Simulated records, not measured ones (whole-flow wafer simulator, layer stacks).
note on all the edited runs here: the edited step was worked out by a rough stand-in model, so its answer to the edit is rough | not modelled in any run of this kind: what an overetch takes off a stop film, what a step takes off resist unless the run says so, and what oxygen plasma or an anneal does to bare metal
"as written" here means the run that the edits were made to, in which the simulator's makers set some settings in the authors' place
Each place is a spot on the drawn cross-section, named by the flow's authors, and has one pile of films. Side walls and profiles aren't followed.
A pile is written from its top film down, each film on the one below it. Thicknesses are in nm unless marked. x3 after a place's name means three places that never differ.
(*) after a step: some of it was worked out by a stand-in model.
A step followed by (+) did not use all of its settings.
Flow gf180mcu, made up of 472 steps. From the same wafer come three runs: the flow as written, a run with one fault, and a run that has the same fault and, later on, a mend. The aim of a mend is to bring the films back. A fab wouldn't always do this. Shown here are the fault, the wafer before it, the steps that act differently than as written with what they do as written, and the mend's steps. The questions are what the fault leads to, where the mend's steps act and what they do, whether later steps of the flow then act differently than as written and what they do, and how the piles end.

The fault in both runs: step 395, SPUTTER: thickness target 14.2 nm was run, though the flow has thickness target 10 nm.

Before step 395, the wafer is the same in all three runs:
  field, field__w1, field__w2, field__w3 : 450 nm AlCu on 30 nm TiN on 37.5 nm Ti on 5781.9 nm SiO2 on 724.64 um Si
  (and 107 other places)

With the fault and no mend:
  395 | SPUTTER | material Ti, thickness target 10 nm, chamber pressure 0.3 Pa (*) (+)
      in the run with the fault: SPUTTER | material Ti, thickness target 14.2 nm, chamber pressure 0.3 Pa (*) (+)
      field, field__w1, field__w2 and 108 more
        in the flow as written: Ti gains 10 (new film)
        in the run with the fault: Ti gains 14.2 (new film)
  Steps later in the flow that act otherwise than as written (2 more steps, not shown, differ only slightly: by at most 2% or 0.5 nm, whichever is larger):
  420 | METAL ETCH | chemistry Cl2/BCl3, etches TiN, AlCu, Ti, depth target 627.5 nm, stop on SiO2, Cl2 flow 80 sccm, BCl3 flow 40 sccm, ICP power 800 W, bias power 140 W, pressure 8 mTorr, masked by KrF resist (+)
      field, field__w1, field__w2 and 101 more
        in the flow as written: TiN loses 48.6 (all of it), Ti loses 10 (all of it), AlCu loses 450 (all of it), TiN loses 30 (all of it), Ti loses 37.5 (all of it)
        in the run with the fault: TiN loses 48.6 (all of it), Ti loses 14.2 (all of it), AlCu loses 450 (all of it), TiN loses 30 (all of it), Ti loses 37.5 (all of it)
  The piles end different from the flow's at field__w4, field__w8, contact, m1, m1__w1, mim, mim_1p0, m1_nw by more than 2% or 0.5 nm, whichever is larger.
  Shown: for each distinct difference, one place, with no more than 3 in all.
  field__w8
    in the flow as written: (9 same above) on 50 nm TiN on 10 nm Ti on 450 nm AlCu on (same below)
    in the run with the fault: (9 same above) on 50 nm TiN on 14.2 nm Ti on 450 nm AlCu on (same below)
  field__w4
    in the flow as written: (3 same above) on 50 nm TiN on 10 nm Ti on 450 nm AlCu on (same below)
    in the run with the fault: (3 same above) on 50 nm TiN on 14.2 nm Ti on 450 nm AlCu on (same below)
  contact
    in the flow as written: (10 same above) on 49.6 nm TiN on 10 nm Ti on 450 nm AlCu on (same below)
    in the run with the fault: (10 same above) on 49.6 nm TiN on 14.2 nm Ti on 450 nm AlCu on (same below)

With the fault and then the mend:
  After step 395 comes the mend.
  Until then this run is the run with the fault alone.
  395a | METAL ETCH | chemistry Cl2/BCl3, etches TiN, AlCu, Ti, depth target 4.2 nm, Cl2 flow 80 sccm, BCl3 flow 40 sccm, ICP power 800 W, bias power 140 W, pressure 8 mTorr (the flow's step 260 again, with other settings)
      field, field__w1, field__w2 and 108 more
        Ti loses 4.2
  Every later step of the flow that is run acts as written at every place that is followed.
  At every place that both follow, the piles at the end match the flow's.
